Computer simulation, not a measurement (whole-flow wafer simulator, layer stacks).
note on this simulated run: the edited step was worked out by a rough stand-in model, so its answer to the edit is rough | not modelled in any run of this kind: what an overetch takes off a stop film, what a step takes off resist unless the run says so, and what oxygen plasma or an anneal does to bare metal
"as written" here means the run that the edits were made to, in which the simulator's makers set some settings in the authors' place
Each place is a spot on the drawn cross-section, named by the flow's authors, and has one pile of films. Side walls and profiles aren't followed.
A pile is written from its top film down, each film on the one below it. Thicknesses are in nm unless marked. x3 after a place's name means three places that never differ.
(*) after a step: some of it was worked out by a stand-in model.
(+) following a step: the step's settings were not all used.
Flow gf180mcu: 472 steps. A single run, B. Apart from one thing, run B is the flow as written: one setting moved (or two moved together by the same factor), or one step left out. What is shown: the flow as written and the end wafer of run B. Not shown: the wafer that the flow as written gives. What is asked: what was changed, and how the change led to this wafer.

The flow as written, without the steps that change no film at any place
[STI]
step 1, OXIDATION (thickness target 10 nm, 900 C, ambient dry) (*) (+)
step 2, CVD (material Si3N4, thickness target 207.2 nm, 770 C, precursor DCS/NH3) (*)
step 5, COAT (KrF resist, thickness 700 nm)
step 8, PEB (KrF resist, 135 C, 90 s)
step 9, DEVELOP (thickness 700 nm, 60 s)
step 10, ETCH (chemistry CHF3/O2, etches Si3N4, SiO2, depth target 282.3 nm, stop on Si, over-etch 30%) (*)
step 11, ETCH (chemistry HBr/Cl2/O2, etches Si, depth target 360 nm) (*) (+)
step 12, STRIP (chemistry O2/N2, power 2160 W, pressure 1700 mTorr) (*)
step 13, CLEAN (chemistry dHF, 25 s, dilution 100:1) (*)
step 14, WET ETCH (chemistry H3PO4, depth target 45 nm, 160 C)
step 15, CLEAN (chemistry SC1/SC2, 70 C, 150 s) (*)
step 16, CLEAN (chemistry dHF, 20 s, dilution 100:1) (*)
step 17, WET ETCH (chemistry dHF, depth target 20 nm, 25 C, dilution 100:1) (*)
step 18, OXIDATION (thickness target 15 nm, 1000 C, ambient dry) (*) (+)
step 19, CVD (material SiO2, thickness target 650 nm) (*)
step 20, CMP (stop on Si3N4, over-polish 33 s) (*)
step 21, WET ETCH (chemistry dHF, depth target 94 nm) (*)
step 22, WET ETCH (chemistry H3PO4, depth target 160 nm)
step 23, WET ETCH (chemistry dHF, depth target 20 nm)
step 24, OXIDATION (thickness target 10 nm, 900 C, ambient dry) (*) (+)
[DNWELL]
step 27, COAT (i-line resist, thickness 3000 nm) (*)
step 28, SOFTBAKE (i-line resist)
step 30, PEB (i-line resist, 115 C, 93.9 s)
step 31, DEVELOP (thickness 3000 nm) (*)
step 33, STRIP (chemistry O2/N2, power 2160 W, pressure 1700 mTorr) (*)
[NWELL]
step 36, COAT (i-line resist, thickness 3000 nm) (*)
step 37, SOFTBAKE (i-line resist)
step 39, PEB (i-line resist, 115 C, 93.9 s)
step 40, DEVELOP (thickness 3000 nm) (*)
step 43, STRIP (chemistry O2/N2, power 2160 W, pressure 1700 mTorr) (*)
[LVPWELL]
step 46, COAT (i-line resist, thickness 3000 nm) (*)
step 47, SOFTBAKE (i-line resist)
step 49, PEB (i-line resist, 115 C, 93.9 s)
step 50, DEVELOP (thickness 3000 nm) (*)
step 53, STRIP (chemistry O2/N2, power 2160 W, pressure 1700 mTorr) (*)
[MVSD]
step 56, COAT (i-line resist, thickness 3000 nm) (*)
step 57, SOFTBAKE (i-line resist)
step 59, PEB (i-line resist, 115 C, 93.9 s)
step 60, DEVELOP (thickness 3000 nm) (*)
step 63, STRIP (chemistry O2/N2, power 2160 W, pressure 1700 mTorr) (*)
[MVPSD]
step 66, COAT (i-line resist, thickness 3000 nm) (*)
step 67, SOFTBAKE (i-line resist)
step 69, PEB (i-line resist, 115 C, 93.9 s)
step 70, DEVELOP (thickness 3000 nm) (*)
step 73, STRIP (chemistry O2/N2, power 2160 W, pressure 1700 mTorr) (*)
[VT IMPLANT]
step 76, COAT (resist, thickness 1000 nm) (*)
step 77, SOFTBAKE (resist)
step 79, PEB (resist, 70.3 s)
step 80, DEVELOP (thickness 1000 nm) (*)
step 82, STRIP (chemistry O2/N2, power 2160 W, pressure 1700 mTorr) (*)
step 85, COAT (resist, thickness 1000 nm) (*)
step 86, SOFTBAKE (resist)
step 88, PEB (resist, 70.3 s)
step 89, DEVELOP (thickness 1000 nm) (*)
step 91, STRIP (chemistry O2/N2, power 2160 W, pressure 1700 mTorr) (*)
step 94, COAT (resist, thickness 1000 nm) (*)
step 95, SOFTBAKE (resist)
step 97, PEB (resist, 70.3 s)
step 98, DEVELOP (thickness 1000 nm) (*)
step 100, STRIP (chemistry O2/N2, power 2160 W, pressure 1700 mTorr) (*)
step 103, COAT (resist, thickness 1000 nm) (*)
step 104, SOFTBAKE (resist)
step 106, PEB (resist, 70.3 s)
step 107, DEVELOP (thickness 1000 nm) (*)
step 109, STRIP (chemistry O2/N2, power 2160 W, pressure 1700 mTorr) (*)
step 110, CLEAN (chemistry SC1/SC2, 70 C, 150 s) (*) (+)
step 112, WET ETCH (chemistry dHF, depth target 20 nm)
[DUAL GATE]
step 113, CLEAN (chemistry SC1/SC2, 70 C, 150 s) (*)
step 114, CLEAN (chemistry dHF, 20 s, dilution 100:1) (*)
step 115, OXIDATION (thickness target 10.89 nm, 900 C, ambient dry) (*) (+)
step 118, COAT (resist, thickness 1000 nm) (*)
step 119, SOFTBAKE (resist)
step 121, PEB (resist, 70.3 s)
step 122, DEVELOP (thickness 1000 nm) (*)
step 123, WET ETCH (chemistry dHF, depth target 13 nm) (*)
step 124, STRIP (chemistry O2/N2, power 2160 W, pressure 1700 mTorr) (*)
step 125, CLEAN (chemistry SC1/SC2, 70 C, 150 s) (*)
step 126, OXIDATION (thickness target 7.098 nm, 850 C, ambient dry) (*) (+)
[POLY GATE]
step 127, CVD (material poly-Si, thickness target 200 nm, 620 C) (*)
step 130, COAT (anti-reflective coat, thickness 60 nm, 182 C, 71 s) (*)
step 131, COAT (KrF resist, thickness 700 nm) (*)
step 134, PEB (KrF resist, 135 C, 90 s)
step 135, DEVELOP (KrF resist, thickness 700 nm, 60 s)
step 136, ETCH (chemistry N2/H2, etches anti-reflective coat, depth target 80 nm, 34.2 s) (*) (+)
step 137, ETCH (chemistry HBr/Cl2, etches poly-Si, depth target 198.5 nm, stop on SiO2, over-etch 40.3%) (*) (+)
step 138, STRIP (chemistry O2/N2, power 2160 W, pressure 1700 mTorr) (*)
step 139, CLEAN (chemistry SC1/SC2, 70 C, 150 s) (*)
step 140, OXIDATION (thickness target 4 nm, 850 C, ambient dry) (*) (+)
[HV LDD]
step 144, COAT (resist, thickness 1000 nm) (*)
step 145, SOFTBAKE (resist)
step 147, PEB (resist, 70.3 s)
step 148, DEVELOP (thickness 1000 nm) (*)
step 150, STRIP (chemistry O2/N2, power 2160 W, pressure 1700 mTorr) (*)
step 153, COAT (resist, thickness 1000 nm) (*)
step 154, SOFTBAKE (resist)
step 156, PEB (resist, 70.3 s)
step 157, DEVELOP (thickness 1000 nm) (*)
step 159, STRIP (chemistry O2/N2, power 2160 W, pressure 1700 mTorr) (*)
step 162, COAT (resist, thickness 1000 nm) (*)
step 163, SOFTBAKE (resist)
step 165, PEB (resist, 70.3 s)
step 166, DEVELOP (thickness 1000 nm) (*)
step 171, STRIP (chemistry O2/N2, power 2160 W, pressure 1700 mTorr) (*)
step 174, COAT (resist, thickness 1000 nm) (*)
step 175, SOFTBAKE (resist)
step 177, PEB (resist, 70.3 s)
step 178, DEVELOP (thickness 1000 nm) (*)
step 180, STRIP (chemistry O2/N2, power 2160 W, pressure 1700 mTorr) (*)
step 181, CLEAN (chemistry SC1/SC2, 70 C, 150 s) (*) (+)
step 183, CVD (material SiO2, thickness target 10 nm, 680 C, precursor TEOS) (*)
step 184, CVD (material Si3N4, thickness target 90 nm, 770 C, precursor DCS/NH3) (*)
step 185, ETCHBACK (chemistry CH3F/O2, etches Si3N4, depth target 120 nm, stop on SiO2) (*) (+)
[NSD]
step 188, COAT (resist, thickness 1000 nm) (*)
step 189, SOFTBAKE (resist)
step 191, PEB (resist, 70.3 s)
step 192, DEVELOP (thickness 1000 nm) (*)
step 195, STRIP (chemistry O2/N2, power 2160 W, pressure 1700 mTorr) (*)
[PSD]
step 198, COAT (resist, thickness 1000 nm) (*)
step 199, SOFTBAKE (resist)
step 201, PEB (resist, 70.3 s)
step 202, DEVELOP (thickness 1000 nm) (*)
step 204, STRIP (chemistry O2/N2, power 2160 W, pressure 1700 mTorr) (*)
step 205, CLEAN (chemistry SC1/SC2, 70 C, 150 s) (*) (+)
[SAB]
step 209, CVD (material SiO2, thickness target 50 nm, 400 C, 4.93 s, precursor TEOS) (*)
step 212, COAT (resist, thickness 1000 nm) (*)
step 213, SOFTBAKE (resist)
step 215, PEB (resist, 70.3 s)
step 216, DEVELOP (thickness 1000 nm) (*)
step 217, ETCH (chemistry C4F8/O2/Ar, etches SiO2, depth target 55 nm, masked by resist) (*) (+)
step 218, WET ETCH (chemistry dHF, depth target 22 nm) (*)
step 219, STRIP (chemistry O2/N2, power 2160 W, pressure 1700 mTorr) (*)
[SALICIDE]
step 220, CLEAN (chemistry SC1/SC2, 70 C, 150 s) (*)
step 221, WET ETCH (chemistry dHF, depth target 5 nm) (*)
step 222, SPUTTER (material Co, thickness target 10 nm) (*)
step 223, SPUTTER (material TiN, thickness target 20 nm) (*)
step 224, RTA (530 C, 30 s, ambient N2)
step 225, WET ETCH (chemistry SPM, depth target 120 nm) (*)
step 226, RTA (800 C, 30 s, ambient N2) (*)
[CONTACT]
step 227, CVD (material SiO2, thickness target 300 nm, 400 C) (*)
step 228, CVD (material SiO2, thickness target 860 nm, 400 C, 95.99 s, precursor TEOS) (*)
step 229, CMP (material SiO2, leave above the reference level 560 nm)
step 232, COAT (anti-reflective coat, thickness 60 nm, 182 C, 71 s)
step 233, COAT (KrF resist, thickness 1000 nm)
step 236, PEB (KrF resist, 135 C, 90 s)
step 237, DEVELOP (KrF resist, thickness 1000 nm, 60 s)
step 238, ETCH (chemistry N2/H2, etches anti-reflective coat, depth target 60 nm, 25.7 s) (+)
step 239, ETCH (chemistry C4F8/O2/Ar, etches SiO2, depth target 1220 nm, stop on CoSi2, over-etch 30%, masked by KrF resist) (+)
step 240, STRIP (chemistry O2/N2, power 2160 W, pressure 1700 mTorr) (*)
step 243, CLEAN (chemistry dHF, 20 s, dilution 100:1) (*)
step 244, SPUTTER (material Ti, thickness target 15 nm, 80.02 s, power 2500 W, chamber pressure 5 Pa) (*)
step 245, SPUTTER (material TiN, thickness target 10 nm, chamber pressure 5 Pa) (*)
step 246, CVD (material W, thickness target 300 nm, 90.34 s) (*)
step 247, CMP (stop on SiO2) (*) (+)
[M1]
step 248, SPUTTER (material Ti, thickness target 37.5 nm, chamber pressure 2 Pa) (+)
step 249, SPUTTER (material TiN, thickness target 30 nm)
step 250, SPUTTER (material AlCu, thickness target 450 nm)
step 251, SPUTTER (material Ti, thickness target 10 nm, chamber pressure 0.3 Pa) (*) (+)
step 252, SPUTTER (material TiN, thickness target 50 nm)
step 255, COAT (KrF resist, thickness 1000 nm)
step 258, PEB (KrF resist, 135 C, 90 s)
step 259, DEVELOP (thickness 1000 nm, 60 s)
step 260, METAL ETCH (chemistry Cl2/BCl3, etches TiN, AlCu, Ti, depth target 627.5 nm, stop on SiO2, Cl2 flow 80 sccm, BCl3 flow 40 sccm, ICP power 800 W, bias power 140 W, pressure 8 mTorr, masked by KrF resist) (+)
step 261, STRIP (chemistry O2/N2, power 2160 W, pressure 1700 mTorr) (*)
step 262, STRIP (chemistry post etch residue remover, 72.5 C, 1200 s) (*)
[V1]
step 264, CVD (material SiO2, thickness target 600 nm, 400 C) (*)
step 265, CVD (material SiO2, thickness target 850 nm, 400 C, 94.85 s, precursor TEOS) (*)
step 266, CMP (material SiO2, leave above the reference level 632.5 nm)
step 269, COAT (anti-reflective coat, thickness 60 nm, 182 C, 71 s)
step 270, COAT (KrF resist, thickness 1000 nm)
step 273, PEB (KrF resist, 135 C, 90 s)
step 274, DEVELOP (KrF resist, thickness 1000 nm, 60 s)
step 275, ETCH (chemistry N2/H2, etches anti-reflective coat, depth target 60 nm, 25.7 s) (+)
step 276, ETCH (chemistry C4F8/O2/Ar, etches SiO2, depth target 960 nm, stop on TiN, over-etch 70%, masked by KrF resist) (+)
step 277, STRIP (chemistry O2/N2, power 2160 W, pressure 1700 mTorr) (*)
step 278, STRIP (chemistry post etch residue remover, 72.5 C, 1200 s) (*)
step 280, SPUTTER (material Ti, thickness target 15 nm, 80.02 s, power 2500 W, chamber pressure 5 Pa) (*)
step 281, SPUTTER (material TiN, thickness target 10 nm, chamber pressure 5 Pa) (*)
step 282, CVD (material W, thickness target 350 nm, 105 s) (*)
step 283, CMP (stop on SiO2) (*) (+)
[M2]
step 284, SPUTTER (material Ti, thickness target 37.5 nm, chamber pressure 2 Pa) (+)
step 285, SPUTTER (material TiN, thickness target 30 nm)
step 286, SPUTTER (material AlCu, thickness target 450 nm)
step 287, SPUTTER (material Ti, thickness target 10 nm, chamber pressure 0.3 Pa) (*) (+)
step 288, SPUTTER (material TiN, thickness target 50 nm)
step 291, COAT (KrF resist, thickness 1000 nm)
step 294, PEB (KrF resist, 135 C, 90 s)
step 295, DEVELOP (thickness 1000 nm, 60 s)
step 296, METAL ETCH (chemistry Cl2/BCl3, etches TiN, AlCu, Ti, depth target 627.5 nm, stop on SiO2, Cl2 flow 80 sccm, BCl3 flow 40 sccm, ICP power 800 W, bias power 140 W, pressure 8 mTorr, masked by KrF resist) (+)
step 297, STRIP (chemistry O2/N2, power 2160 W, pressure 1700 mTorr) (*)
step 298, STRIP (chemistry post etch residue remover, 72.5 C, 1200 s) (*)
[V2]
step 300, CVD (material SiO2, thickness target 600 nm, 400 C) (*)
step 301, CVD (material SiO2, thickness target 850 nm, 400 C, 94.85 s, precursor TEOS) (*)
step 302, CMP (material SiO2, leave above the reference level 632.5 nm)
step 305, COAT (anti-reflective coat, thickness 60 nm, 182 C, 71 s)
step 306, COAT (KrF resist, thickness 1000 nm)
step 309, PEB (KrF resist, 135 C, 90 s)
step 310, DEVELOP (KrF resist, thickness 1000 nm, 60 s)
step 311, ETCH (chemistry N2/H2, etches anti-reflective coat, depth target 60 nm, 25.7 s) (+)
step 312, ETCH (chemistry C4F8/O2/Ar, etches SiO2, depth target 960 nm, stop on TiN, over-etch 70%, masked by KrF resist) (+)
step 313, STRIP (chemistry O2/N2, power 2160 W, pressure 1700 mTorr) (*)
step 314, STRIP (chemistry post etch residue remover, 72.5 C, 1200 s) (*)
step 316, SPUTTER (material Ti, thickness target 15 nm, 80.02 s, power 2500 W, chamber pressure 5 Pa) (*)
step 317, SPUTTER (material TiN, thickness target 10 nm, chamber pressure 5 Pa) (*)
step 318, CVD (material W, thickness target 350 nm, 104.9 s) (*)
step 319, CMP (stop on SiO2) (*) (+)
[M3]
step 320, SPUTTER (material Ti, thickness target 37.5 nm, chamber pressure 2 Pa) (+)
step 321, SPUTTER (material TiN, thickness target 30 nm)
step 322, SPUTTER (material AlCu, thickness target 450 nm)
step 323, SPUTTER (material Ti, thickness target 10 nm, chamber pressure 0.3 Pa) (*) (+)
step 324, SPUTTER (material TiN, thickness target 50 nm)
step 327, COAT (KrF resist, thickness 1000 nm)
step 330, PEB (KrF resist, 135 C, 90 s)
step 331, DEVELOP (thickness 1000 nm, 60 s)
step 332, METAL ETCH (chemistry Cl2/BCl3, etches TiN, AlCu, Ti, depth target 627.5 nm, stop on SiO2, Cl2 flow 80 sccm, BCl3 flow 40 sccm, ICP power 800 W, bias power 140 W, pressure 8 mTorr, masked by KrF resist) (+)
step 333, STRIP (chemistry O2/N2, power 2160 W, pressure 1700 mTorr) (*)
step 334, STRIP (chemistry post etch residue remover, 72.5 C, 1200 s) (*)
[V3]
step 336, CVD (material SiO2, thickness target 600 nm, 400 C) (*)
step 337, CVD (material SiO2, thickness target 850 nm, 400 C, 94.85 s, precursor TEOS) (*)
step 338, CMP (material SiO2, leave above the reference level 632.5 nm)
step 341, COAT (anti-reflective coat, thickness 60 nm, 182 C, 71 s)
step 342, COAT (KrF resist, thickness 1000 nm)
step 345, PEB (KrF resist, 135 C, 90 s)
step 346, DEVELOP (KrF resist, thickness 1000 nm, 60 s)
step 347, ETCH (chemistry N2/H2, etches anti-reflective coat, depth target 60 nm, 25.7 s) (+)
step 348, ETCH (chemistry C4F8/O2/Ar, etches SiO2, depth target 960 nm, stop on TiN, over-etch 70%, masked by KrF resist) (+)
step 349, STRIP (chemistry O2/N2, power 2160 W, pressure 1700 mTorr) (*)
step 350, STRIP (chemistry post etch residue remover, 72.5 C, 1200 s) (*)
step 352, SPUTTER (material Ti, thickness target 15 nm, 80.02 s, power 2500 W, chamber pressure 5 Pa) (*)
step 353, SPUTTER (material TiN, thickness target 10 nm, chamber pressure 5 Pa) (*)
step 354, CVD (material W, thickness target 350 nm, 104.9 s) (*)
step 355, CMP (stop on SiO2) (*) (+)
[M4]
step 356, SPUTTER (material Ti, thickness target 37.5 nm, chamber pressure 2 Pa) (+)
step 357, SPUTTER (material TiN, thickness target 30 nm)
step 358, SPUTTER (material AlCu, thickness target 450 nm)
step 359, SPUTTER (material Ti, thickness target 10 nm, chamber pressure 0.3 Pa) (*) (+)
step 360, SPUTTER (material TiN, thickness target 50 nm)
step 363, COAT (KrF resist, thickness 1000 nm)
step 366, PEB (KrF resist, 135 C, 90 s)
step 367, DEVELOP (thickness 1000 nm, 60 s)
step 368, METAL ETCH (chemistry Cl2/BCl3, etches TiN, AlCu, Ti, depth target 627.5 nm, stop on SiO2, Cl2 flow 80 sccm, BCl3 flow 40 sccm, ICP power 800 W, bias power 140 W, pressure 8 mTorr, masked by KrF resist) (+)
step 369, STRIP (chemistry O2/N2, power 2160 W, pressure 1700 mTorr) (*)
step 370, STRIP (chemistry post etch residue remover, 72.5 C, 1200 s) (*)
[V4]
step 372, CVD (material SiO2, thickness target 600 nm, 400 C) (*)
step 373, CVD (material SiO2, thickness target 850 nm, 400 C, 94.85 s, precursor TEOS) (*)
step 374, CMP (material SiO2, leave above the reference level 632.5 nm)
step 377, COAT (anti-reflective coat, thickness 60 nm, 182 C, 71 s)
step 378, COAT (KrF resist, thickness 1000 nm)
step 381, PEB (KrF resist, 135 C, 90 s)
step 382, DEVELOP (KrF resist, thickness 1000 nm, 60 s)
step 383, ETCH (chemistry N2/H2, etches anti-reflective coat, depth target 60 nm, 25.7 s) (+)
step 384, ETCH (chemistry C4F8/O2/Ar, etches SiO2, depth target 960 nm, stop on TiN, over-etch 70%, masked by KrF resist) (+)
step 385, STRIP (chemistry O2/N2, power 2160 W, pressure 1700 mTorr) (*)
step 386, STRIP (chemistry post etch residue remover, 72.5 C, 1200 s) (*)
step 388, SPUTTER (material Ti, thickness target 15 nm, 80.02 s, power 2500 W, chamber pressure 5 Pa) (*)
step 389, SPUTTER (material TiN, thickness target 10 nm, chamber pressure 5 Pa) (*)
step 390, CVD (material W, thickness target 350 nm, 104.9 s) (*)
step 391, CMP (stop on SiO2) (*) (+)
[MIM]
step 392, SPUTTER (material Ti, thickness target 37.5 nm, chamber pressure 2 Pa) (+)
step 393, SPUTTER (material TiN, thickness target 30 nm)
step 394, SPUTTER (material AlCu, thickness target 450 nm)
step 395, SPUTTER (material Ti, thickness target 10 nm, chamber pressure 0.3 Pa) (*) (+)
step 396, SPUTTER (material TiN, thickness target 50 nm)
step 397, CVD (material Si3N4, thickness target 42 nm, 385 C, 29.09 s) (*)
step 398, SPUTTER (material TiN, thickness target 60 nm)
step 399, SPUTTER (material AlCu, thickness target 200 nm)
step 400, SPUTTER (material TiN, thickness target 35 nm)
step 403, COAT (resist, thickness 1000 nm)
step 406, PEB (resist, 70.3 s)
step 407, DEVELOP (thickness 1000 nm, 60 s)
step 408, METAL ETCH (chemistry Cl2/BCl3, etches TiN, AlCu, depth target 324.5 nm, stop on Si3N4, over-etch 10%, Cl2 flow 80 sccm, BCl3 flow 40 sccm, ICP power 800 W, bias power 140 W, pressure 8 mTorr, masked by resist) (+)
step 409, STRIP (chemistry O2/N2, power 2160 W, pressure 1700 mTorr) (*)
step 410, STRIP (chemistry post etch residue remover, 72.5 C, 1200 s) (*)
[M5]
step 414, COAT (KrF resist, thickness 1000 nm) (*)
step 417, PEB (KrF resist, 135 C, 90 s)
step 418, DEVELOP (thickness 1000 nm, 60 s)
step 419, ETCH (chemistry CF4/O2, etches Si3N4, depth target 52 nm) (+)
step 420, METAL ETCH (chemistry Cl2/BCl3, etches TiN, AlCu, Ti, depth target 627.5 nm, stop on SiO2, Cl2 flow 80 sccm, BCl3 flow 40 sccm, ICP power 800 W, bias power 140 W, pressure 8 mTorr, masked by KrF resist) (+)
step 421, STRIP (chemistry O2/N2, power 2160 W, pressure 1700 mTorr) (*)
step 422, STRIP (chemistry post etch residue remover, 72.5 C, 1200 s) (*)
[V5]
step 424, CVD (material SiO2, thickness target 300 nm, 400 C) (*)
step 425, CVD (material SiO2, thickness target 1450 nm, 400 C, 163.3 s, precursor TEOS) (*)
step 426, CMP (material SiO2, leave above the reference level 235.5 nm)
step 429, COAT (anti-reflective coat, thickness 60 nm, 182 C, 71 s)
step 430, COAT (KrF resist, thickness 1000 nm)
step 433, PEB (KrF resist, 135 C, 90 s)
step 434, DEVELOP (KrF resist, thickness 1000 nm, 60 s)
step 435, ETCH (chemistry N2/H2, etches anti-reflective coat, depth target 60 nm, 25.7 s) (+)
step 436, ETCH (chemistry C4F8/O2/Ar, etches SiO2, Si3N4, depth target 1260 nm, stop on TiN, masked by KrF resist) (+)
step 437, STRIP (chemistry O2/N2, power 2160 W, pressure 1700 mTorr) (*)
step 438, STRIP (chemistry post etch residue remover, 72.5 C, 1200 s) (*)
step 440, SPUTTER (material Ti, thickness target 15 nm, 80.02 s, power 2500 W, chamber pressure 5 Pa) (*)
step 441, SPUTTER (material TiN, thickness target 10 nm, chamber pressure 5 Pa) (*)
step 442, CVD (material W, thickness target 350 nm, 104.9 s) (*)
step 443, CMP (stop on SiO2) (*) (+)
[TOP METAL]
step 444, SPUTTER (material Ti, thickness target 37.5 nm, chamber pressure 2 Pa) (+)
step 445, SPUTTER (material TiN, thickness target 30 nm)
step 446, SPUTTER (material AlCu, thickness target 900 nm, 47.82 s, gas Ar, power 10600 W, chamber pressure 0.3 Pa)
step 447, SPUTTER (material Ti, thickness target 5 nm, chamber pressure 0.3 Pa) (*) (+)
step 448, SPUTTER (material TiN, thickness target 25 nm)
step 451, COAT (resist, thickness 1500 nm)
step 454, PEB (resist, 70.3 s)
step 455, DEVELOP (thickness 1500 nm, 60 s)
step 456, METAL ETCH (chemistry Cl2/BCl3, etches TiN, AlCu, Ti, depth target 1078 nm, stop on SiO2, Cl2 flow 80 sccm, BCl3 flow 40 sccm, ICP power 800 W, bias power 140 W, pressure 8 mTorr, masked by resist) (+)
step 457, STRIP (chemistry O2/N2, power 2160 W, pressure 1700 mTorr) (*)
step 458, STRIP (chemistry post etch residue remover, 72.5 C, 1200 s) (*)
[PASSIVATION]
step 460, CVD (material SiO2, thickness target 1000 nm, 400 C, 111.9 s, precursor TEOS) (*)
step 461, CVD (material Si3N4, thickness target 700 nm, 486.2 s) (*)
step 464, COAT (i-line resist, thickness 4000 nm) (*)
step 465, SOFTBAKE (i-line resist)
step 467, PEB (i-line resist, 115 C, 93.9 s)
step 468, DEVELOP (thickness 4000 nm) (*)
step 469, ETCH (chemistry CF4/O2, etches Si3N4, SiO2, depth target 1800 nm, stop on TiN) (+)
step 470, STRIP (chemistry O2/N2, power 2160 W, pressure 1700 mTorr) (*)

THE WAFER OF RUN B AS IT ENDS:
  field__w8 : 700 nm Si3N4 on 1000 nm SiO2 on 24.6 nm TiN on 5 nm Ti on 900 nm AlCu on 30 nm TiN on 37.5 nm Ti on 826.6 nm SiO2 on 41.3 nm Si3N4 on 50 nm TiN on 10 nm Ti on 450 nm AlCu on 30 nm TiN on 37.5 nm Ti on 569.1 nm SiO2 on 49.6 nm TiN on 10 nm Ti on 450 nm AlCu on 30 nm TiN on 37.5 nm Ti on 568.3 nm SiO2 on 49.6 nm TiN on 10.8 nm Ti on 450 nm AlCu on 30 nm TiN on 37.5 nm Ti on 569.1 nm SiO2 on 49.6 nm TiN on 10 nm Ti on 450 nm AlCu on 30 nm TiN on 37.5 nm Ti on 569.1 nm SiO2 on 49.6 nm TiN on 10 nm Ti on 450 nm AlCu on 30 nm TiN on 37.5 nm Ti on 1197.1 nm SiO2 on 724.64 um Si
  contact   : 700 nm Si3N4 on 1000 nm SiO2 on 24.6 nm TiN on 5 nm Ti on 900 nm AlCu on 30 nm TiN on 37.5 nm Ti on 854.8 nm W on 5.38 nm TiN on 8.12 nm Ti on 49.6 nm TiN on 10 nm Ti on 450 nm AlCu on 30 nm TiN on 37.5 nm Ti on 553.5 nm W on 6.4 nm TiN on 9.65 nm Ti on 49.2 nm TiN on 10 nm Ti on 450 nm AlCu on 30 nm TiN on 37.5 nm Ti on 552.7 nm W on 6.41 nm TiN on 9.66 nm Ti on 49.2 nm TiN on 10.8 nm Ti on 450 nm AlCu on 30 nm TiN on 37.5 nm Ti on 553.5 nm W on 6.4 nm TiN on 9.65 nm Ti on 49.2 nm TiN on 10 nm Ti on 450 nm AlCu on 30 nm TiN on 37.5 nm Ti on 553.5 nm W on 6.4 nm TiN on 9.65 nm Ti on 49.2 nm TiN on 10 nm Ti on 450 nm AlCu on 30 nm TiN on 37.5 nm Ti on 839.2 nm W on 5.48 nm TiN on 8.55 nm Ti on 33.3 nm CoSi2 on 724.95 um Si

Cause: step 323, SPUTTER: thickness target 10.8 nm was run, though the flow has thickness target 10 nm.
The wafer itself shows it: field__w8 has Ti 10.8, and step 323 as written asks for 10 nm.

How this came from the change, step by step:
  step 323, SPUTTER (material Ti, thickness target 10 nm, chamber pressure 0.3 Pa) (*) (+)
      field, field__w1, field__w2 and 108 more: Ti gains 10.8 (new film) (in the flow as written it would be: Ti gains 10 (new film))
  step 332, METAL ETCH (chemistry Cl2/BCl3, etches TiN, AlCu, Ti, depth target 627.5 nm, stop on SiO2, Cl2 flow 80 sccm, BCl3 flow 40 sccm, ICP power 800 W, bias power 140 W, pressure 8 mTorr, masked by KrF resist) (+)
      field, field__w1, field__w2 and 103 more: TiN loses 50 (all of it), Ti loses 10.8 (all of it), AlCu loses 450 (all of it), TiN loses 30 (all of it), Ti loses 37.5 (all of it) (in the flow as written it would be: TiN loses 50 (all of it), Ti loses 10 (all of it), AlCu loses 450 (all of it), TiN loses 30 (all of it), Ti loses 37.5 (all of it))
